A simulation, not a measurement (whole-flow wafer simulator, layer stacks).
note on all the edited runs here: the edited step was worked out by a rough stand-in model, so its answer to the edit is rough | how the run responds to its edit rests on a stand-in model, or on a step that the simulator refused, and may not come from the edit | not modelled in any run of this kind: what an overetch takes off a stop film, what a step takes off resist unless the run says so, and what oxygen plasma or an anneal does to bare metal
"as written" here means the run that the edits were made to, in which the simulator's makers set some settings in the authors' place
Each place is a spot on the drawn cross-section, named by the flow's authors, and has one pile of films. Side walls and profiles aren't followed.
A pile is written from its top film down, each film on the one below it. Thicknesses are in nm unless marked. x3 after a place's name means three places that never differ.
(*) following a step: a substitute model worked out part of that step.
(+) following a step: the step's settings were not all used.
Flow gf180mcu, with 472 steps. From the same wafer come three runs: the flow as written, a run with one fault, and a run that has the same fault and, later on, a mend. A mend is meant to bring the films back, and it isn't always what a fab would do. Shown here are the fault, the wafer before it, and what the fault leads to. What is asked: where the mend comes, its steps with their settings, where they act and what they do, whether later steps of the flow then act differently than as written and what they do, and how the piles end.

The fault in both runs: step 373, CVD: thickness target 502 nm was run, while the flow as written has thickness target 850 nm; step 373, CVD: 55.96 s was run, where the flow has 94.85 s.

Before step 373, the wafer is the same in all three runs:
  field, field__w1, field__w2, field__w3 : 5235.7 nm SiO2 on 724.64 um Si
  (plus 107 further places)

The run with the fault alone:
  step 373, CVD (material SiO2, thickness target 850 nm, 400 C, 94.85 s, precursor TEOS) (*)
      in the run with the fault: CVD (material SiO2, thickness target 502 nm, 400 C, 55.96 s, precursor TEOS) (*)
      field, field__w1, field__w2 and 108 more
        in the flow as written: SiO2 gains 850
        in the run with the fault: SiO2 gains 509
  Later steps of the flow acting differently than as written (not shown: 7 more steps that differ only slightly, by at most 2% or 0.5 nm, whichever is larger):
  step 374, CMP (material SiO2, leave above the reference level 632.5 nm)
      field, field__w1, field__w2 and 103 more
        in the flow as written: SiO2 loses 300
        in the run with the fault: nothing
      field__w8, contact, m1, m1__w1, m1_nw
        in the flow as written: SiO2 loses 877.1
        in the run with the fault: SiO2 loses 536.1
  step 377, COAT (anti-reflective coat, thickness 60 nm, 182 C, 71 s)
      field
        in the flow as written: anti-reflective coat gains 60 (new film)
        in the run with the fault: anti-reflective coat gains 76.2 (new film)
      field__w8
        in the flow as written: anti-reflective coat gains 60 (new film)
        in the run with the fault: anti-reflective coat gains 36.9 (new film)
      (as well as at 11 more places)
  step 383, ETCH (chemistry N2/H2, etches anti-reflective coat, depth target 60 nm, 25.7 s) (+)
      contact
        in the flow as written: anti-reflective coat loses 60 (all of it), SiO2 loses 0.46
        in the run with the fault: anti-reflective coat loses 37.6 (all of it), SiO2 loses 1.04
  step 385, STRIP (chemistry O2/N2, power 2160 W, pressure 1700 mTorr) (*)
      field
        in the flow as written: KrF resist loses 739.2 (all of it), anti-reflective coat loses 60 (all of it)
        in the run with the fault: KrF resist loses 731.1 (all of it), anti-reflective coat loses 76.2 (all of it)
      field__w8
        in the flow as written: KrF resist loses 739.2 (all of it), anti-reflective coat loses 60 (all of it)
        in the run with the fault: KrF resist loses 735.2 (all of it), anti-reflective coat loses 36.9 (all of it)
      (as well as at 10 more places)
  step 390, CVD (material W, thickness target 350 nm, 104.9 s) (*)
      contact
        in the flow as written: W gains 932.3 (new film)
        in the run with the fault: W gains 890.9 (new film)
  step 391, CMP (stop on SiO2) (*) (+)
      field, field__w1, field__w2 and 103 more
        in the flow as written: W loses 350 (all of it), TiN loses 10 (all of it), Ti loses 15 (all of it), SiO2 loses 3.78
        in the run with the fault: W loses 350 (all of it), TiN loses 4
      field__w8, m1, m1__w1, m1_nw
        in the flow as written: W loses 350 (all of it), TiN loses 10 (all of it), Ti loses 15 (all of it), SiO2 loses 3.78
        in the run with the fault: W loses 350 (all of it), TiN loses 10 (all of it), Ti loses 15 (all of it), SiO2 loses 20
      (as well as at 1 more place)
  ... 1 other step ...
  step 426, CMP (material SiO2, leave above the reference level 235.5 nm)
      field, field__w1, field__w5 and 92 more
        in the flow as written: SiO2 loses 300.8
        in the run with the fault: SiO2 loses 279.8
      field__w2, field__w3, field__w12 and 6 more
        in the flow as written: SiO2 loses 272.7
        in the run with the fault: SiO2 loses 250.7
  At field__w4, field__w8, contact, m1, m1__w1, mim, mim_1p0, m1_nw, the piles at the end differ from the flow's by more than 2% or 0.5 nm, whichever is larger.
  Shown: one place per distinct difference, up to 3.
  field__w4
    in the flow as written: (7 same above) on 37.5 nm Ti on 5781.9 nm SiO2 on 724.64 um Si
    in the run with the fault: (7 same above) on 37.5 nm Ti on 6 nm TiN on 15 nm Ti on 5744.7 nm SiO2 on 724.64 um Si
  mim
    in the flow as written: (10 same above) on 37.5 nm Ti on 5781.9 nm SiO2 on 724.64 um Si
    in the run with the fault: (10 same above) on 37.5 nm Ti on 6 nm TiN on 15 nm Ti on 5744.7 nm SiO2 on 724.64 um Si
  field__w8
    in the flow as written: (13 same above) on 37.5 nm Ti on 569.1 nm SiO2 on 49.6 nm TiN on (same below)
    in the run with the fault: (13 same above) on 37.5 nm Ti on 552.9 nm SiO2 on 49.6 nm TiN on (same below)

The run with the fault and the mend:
  The mend follows step 373.
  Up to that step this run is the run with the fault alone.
  step 373a, CVD (material SiO2, thickness target 348 nm, 400 C, 38.83 s, precursor TEOS) (*) (the flow's step 373, run once more with other settings)
      field, field__w1, field__w2 and 108 more
        SiO2 gains 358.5
  Later steps of the flow acting differently than as written:
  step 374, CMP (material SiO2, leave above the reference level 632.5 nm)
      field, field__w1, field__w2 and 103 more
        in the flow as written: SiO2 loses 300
        in the run with the mend: SiO2 loses 317.5
  At every place that both follow, the piles at the end match the flow's.
